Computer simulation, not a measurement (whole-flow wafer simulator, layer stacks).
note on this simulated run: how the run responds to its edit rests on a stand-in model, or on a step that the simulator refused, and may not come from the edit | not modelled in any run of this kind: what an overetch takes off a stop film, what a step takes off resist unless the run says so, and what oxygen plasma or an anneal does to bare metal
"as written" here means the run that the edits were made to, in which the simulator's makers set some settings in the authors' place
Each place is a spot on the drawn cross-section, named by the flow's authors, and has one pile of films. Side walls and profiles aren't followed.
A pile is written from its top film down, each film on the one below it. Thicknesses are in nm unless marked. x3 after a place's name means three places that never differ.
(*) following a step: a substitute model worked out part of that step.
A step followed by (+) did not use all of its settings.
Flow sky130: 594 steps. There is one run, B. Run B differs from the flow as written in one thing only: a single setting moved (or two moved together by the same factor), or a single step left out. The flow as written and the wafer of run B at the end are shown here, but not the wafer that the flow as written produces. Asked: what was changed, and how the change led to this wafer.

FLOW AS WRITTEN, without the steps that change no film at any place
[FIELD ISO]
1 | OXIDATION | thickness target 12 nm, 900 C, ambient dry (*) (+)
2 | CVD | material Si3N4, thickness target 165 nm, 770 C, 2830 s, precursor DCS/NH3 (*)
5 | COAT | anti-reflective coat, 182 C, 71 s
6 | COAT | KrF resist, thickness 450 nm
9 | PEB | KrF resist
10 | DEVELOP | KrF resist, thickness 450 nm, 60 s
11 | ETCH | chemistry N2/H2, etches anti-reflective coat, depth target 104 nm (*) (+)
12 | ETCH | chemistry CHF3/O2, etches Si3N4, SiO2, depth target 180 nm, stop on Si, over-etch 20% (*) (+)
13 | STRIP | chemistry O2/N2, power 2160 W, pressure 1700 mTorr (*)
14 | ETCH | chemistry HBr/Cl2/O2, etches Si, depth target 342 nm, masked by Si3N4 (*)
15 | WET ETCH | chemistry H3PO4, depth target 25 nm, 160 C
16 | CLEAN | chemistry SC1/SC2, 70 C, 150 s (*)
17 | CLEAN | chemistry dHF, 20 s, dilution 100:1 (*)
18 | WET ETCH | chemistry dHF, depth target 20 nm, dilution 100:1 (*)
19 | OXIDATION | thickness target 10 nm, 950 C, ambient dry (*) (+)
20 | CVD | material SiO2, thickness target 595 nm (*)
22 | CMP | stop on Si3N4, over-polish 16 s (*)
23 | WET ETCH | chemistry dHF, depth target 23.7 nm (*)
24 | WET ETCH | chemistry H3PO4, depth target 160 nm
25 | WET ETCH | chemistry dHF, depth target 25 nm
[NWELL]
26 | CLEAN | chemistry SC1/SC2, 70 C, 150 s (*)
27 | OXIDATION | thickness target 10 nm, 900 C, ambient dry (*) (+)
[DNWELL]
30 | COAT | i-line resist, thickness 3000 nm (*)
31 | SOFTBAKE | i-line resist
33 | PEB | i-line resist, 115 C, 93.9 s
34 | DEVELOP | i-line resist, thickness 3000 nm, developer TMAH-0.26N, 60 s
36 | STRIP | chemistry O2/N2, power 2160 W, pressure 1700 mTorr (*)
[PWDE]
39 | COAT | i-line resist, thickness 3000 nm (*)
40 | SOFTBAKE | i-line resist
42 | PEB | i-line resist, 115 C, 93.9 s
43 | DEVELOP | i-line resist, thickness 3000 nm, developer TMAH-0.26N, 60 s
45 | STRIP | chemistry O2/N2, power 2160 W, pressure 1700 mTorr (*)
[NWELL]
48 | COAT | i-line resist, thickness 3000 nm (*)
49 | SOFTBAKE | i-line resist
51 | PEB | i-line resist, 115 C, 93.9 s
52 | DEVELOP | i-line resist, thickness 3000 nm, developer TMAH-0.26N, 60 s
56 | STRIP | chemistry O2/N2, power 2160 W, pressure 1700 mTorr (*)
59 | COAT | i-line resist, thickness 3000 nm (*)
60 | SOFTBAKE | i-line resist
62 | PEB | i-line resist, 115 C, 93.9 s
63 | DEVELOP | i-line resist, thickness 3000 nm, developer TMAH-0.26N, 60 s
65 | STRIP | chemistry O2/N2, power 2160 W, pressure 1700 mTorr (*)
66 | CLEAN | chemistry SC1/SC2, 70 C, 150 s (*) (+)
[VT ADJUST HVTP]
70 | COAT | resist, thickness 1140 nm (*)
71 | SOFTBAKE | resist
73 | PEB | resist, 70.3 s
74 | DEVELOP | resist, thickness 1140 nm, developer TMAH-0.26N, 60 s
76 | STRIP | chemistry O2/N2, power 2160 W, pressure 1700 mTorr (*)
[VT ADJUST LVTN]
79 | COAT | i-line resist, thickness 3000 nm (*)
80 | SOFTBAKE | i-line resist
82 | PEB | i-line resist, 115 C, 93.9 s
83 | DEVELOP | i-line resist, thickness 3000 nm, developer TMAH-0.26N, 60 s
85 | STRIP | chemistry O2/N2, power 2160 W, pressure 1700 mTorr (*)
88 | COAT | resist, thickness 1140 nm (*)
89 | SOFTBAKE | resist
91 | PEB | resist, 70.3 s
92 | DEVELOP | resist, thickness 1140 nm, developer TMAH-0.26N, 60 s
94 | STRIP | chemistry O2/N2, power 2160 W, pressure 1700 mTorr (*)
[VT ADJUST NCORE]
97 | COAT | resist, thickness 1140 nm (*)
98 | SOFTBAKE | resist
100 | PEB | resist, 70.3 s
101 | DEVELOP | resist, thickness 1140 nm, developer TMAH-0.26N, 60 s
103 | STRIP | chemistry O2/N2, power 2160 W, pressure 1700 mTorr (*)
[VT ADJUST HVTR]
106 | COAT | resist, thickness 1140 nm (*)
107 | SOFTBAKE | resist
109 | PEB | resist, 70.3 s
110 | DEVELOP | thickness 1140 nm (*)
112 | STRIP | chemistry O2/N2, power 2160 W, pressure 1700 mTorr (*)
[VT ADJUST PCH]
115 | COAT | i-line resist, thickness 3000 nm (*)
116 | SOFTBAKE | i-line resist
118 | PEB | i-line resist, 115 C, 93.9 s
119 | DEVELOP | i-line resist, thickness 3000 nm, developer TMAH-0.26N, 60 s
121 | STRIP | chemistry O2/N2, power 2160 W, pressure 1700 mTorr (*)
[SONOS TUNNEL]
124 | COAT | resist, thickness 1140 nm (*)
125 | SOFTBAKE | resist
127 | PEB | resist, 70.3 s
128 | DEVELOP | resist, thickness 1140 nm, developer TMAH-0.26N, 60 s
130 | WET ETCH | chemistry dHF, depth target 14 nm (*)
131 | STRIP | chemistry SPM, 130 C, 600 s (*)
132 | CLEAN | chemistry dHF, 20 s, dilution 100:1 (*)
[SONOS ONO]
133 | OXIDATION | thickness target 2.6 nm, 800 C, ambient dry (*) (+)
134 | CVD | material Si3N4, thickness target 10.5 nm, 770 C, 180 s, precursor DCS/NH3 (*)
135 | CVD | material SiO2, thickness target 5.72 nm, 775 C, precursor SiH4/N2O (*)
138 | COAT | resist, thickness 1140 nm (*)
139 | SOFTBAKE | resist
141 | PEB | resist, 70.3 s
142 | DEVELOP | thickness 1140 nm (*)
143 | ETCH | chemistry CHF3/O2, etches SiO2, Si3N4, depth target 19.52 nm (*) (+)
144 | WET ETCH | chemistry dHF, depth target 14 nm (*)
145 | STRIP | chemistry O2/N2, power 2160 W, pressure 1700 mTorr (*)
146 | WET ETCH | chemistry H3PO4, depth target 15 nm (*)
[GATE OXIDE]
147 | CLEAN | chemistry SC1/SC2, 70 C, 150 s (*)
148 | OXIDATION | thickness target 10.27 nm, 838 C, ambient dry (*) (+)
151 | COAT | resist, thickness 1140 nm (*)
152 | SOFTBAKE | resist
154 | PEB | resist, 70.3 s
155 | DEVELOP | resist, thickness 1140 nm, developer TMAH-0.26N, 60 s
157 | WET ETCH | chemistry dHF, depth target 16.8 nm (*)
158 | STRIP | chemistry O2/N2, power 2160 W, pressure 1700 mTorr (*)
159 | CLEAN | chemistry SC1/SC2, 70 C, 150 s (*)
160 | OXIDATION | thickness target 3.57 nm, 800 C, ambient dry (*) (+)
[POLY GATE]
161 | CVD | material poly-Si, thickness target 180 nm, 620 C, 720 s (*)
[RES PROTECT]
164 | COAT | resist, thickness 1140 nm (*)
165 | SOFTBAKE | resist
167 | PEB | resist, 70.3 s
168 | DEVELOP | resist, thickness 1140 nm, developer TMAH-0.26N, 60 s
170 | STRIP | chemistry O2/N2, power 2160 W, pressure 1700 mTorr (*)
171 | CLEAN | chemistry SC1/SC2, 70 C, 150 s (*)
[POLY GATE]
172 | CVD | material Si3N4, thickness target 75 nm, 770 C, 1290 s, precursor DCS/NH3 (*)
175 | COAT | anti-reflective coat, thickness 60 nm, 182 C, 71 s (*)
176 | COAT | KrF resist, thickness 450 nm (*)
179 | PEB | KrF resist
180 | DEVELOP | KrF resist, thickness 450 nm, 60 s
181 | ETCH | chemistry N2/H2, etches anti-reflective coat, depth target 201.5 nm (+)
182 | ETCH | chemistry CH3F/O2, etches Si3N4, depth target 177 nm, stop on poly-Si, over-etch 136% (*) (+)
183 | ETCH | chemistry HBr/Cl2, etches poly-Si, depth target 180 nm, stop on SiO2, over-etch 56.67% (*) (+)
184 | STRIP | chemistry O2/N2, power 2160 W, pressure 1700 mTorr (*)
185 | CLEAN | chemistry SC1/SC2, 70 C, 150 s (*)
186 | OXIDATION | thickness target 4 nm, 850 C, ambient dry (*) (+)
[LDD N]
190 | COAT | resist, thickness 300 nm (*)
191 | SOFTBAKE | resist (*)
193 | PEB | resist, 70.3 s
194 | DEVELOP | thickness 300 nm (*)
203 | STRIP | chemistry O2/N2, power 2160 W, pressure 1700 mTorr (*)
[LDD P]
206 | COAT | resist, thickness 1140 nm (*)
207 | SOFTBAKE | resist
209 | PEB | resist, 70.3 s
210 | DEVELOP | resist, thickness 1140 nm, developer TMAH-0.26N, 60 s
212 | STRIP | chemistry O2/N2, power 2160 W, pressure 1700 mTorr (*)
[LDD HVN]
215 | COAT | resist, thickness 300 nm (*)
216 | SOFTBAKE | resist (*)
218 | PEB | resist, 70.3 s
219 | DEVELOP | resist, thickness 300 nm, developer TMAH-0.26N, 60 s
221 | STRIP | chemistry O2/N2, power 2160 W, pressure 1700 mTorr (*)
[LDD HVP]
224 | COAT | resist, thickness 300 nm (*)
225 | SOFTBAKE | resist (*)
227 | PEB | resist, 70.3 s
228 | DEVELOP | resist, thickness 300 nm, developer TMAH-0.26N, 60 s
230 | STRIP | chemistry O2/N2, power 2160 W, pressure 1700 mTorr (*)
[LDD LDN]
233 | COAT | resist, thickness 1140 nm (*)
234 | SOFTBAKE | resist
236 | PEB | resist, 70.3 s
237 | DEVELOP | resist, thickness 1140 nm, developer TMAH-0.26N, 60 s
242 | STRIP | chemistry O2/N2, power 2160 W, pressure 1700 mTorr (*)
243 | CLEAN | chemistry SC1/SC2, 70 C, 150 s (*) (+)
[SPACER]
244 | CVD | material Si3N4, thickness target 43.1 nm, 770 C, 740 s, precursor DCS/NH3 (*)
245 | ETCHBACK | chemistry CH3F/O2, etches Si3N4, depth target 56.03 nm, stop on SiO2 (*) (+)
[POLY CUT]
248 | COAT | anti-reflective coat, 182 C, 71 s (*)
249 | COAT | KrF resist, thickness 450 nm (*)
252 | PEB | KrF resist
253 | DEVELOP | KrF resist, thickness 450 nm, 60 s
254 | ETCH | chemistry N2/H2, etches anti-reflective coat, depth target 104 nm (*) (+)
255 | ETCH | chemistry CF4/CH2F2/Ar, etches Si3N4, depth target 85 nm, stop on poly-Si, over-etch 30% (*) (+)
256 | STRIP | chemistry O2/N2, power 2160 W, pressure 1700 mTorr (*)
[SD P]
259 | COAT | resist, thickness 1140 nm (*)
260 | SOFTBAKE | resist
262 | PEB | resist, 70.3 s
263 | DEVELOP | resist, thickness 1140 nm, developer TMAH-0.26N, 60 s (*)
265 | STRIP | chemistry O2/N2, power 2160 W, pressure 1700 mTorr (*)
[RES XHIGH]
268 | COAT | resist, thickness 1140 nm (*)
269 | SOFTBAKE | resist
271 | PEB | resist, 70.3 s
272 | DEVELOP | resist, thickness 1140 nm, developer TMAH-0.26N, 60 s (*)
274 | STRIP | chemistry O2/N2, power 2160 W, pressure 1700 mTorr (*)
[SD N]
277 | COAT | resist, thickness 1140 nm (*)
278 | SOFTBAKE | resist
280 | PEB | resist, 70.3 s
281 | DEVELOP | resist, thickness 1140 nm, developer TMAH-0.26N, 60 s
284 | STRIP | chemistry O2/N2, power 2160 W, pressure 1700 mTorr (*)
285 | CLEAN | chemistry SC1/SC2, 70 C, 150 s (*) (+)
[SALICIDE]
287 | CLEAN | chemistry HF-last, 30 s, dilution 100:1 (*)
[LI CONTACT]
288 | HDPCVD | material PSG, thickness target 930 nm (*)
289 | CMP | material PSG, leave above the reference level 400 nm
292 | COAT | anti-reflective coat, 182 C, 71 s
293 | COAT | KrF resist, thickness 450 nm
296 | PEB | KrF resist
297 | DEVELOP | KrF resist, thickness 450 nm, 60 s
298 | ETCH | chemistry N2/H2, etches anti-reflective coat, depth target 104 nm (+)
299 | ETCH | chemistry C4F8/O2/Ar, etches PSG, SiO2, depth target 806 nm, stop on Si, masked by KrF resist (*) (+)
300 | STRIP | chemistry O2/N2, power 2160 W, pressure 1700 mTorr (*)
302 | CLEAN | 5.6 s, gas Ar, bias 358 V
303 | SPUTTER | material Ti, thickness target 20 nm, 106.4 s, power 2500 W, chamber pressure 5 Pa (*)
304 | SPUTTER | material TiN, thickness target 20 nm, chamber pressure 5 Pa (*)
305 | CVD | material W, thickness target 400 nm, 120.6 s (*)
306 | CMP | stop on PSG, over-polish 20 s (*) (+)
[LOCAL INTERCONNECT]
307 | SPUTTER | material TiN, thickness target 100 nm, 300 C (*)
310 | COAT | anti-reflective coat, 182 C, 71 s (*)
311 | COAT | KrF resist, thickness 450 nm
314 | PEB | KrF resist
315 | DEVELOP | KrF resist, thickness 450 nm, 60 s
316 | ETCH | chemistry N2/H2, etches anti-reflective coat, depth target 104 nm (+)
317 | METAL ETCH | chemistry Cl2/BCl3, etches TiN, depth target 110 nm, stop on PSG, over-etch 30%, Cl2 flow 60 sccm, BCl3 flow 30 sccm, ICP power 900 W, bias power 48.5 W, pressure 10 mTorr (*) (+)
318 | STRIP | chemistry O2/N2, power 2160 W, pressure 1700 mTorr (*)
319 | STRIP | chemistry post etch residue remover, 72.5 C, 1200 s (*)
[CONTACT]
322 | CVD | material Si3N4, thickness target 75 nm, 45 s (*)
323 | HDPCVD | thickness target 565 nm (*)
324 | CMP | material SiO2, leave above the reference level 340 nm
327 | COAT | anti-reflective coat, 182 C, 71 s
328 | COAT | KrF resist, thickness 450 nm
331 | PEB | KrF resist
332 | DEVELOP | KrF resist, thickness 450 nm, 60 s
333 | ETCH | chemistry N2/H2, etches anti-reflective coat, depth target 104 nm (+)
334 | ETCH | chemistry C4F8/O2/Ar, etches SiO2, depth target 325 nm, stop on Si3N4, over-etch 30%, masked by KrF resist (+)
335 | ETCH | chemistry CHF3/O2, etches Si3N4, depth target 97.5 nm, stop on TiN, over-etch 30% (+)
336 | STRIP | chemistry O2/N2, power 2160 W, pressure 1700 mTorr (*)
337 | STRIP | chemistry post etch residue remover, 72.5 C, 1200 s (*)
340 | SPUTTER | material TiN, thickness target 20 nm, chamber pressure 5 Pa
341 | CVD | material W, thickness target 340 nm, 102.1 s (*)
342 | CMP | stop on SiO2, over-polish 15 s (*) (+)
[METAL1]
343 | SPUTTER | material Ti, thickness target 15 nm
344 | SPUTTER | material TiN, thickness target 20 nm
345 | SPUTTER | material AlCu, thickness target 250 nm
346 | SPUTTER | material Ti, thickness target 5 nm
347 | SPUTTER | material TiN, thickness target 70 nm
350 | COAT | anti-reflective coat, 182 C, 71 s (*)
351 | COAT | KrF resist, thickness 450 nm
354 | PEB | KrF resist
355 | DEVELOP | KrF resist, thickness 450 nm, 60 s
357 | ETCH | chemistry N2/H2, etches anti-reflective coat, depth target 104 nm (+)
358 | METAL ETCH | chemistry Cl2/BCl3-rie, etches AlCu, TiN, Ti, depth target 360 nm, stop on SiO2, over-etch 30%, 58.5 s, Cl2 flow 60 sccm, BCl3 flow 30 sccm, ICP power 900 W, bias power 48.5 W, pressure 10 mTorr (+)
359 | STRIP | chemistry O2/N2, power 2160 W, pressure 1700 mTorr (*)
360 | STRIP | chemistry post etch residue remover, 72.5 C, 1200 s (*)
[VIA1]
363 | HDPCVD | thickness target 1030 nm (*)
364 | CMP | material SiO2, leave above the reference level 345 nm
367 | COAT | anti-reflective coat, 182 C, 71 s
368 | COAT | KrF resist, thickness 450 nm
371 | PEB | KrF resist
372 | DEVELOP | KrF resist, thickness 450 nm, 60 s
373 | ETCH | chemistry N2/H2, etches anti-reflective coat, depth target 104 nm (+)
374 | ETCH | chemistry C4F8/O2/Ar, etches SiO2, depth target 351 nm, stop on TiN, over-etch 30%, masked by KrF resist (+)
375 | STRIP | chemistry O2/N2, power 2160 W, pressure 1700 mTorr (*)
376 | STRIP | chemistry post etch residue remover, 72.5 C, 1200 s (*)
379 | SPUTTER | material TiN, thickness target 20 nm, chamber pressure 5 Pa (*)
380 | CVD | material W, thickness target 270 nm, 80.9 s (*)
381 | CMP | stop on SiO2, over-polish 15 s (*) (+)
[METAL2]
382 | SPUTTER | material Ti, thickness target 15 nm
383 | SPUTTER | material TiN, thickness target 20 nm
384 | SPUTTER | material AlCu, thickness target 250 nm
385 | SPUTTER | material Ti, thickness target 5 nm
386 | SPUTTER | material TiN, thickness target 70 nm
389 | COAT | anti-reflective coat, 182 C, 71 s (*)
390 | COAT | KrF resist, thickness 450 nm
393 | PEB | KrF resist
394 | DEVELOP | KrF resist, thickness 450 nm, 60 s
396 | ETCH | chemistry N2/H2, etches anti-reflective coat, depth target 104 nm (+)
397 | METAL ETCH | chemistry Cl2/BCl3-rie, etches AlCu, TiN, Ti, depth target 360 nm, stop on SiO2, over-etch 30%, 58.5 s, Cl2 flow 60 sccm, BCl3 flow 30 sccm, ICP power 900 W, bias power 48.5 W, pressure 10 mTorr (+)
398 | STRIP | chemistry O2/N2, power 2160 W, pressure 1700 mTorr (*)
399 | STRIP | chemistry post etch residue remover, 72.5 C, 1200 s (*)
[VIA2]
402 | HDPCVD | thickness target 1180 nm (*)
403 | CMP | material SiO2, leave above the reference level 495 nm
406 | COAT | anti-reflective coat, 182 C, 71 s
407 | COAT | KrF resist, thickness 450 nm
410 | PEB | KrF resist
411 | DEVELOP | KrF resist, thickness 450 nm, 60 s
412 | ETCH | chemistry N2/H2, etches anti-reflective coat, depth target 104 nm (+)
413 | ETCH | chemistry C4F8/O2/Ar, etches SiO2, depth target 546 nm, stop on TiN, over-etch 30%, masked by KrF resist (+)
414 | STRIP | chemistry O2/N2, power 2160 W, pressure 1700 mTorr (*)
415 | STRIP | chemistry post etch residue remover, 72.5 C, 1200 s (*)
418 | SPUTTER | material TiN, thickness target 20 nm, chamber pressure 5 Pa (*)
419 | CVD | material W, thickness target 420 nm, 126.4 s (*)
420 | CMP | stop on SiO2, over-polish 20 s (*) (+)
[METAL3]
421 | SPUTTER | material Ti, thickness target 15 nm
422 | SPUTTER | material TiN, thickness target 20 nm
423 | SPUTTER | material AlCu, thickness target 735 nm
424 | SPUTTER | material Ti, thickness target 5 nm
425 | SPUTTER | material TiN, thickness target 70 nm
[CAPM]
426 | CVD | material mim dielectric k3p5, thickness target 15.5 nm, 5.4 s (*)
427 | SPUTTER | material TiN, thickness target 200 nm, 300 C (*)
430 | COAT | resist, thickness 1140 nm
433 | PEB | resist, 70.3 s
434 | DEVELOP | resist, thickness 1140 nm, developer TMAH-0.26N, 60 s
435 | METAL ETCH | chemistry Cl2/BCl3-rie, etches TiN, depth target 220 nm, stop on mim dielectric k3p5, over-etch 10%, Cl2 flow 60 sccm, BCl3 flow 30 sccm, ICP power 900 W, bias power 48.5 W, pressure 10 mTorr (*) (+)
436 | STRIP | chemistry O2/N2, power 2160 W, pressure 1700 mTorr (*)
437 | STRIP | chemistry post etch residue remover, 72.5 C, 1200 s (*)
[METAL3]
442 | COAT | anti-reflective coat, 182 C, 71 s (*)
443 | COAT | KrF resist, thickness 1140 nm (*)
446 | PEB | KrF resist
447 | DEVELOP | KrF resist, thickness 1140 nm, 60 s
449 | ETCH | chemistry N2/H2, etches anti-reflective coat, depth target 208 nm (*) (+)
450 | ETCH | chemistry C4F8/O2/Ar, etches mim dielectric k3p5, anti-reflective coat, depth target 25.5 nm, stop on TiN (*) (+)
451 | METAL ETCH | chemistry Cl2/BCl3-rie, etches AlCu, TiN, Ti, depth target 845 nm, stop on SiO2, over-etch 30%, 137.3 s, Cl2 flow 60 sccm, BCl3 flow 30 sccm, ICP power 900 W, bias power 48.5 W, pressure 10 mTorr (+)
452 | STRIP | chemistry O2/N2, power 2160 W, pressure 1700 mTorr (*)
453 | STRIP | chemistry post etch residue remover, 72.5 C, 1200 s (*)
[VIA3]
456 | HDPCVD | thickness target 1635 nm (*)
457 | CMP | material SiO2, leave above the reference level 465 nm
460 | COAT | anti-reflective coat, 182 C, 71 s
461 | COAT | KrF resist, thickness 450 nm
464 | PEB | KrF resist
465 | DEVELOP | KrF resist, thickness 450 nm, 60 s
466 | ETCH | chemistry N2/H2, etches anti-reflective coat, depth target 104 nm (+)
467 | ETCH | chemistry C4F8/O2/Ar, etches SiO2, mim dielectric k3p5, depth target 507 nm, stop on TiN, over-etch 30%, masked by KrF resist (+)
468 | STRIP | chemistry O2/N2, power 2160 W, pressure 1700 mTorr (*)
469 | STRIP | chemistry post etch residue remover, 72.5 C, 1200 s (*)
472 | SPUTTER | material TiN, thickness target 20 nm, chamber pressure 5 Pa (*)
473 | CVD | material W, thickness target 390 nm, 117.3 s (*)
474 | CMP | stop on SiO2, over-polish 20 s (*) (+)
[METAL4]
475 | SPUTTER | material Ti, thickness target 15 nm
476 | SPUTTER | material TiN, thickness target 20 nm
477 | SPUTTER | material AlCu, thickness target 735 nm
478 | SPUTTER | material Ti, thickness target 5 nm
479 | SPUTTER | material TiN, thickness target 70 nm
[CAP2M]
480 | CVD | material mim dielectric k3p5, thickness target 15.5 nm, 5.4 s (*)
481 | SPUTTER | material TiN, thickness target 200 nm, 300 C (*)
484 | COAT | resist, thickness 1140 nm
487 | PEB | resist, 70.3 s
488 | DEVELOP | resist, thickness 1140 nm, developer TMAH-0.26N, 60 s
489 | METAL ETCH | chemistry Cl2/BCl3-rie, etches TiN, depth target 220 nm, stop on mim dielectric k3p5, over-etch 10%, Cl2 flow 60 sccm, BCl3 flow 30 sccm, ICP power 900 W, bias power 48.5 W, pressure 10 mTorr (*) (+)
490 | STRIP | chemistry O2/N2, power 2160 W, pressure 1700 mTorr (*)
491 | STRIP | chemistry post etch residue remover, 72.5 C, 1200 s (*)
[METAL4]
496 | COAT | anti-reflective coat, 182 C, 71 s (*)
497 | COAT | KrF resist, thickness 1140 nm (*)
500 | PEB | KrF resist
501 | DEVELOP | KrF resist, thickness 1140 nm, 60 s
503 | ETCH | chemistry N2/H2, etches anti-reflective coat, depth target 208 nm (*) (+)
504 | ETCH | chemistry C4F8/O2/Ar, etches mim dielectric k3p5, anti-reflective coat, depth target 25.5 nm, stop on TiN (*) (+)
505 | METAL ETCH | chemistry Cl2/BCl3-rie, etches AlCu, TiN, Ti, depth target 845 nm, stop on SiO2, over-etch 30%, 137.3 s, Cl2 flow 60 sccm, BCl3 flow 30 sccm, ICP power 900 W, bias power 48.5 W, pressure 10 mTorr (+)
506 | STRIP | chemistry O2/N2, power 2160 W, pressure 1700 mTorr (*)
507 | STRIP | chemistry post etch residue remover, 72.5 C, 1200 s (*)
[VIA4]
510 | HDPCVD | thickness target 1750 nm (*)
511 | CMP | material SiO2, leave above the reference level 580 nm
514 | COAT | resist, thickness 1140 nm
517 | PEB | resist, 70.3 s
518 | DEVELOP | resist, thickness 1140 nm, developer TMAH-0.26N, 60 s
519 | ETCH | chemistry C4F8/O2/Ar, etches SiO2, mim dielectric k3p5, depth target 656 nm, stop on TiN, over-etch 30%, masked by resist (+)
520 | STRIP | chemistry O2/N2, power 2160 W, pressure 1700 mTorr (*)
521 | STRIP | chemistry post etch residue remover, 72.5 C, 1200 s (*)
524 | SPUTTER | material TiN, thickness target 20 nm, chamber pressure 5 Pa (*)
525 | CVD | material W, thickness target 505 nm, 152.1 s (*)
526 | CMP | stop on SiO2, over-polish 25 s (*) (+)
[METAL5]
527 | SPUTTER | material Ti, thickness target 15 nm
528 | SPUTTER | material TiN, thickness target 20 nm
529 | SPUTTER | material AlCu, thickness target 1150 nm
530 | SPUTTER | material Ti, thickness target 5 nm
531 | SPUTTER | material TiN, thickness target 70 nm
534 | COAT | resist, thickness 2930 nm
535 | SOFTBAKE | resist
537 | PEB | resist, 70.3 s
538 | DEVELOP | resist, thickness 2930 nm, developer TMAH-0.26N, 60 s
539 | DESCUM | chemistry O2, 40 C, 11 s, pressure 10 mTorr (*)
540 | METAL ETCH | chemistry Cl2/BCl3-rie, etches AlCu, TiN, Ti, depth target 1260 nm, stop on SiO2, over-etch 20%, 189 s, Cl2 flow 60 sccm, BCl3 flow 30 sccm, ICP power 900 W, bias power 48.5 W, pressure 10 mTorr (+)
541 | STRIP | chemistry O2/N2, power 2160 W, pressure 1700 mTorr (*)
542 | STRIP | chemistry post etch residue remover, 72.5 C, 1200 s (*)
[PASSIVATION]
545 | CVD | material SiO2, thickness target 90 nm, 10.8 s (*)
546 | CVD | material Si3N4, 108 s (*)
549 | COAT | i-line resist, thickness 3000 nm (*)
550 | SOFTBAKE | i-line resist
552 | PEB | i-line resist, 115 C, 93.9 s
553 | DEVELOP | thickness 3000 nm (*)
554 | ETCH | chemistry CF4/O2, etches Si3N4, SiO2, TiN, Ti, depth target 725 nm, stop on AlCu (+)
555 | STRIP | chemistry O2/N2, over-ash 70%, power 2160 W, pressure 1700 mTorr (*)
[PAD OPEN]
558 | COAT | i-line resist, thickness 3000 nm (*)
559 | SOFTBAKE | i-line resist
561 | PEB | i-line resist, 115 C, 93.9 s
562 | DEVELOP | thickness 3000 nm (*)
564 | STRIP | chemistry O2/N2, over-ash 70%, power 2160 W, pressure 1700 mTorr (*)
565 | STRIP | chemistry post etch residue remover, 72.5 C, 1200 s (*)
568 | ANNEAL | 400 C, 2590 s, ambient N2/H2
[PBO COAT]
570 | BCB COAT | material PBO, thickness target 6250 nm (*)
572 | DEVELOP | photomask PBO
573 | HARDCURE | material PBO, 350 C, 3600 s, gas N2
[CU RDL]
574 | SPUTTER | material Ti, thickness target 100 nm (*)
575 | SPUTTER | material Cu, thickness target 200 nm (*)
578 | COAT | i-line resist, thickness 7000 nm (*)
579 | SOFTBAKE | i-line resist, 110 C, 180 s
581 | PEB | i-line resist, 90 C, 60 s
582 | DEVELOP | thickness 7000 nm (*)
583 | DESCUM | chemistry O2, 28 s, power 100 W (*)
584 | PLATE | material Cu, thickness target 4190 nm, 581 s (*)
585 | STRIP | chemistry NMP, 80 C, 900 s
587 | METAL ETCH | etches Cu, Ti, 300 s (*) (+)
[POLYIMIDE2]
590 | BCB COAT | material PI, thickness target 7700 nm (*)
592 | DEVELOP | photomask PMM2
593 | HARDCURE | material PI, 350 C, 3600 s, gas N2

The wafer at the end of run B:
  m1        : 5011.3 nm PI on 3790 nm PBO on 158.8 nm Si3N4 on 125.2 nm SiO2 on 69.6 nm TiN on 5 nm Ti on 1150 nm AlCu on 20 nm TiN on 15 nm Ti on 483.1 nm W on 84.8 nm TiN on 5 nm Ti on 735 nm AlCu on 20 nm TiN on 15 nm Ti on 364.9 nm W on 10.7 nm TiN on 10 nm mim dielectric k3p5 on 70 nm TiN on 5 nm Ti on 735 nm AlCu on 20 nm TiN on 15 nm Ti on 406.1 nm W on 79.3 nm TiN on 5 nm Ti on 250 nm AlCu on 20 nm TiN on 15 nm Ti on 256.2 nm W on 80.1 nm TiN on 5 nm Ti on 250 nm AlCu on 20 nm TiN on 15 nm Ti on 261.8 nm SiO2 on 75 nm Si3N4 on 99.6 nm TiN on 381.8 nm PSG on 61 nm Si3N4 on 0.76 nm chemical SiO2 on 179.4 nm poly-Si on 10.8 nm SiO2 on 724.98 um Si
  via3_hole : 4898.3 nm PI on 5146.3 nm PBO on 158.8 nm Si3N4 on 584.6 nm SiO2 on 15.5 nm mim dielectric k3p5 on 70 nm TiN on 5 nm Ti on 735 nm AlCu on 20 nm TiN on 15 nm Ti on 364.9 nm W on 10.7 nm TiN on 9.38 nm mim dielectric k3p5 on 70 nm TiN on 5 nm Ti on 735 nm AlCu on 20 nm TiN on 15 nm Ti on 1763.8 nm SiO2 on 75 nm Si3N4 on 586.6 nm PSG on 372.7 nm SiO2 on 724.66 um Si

Cause: step 467, ETCH: depth target 380 nm was run, though the flow has depth target 507 nm.

How this came from the change, step by step:
  467 | ETCH | chemistry C4F8/O2/Ar, etches SiO2, mim dielectric k3p5, depth target 507 nm, stop on TiN, over-etch 30%, masked by KrF resist (+)
      m1: SiO2 loses 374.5 (all of it), mim dielectric k3p5 loses 5.49 (it would be, as written: SiO2 loses 374.5 (all of it), mim dielectric k3p5 loses 15.5 (all of it))
      via3_hole: SiO2 loses 373.9 (all of it), mim dielectric k3p5 loses 6.12 (it would be, as written: SiO2 loses 373.9 (all of it), mim dielectric k3p5 loses 15.5 (all of it))
      (also at 190 further places)
  468 | STRIP | chemistry O2/N2, power 2160 W, pressure 1700 mTorr (*)
      field, active, n_well and 187 more: KrF resist loses 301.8 (all of it), anti-reflective coat loses 80 (all of it) (it would be, as written: KrF resist loses 276.4 (all of it), anti-reflective coat loses 80 (all of it))
  472 | SPUTTER | material TiN, thickness target 20 nm, chamber pressure 5 Pa (*)
      m1, via3_hole: TiN gains 10.7 (new film) (it would be, as written: TiN gains 10.6)
If metal films that touch count as one body, m1 has 3 bodies (between them, from the top down: mim dielectric k3p5 10; SiO2 261.8 / Si3N4 75); the flow as written gives 2 bodies (between them, from the top down: SiO2 261.8 / Si3N4 75).
If metal films that touch count as one body, via3_hole has 2 bodies (between them, from the top down: mim dielectric k3p5 9.38); the flow as written gives 1 body.
